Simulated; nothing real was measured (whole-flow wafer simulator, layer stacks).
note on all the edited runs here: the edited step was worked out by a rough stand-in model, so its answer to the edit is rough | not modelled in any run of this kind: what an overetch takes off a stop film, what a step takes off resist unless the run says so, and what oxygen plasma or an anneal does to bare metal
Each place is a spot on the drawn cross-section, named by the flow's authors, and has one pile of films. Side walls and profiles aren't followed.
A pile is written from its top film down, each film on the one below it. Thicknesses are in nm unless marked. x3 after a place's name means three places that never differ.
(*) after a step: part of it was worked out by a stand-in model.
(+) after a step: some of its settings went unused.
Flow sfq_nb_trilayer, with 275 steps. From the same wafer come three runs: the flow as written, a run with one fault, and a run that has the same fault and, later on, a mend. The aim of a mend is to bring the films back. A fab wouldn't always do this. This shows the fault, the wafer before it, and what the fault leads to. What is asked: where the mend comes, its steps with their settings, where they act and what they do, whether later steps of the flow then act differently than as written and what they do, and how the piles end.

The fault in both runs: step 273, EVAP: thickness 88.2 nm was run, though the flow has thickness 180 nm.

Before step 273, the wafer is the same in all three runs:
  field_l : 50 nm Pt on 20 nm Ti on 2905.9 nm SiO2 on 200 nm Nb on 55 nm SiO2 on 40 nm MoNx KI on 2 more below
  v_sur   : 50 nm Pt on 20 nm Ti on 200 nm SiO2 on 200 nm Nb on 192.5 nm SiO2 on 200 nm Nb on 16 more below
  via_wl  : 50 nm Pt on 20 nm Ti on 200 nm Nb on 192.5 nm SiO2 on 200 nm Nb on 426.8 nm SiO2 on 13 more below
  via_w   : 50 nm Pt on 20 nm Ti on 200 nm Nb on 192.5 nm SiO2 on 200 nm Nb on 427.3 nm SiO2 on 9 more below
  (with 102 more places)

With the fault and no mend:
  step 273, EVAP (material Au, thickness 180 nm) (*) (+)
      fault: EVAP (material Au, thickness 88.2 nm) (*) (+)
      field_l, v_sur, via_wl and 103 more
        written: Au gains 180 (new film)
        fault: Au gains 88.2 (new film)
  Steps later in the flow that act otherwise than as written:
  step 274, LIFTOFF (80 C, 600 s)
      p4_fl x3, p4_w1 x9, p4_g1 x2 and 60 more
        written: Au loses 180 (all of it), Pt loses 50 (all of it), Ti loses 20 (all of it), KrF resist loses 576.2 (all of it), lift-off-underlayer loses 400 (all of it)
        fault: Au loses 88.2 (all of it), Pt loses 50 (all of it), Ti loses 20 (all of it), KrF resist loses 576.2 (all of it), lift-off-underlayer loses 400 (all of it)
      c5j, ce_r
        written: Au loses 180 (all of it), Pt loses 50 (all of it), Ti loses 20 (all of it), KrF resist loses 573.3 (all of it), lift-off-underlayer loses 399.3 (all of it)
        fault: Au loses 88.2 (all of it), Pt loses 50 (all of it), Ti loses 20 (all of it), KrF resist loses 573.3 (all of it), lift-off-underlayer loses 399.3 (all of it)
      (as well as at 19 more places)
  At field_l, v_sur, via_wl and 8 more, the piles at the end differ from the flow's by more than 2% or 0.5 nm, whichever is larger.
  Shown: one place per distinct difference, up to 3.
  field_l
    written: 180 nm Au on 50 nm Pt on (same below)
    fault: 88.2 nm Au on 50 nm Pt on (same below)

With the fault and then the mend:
  The mend follows step 273.
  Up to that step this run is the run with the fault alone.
  step 273a, EVAP (material Au, thickness 91.8 nm) (*) (+) (a further turn of the flow's step 273, with different settings)
      field_l, v_sur, via_wl and 103 more
        Au gains 91.8
  Every later step of the flow that is run acts as written at every place that is followed.
  At every place that both follow, the piles at the end match the flow's.
